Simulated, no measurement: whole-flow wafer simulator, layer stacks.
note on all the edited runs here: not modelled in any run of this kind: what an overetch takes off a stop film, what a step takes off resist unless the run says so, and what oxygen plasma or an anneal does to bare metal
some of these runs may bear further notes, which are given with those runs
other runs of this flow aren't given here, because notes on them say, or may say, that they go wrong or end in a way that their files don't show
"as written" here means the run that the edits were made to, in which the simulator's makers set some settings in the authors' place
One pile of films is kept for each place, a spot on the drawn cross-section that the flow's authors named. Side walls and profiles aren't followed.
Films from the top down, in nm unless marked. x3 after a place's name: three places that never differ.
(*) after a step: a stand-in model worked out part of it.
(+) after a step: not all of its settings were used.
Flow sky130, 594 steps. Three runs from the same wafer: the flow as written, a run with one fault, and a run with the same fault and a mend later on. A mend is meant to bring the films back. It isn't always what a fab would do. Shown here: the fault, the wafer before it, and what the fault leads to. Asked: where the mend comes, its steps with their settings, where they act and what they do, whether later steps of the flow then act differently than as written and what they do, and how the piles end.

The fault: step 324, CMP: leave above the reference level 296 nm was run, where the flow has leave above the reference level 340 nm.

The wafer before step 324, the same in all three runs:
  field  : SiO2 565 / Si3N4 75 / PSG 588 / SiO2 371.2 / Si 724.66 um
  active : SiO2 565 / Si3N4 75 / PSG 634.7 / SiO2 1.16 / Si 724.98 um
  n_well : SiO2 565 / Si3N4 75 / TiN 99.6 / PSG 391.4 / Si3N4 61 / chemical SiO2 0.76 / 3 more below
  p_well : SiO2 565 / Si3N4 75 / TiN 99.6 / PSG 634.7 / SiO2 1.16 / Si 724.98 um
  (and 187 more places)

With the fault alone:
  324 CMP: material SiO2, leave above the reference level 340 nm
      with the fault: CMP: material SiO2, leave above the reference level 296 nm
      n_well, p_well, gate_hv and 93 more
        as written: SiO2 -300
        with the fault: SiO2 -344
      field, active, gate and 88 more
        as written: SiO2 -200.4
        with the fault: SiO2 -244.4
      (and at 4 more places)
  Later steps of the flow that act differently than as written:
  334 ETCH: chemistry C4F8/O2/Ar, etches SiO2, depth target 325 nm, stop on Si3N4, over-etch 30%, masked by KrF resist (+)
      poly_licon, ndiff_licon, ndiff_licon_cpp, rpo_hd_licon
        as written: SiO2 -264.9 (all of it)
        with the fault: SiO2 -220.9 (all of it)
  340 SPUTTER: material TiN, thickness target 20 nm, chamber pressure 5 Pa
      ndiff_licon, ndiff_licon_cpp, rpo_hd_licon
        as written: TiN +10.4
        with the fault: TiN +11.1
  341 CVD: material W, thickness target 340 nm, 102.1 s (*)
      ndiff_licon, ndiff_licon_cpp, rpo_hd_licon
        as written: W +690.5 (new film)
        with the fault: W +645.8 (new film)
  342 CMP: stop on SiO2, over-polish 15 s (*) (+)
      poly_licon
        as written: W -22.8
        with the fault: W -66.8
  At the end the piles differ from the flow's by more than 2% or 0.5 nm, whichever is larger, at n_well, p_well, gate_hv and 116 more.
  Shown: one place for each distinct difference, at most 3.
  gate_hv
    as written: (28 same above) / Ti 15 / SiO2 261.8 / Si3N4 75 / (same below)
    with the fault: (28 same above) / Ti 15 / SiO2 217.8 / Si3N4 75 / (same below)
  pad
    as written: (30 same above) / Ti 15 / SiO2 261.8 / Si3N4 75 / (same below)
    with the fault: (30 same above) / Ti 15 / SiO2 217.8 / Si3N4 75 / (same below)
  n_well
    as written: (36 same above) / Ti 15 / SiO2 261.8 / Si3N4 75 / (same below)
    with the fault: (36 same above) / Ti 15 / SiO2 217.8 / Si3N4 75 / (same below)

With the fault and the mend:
  The mend comes after step 324.
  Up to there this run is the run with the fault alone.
  324a HDPCVD: thickness target 44 nm (*) (the flow's step 323 once more, with other settings)
      field, active, n_well and 188 more
        SiO2 +44
  No later step of the flow acts differently than as written, at any place that is followed, by more than 2% or 0.5 nm, whichever is larger.
  At the end the piles are the same as the flow's at every place that both follow.
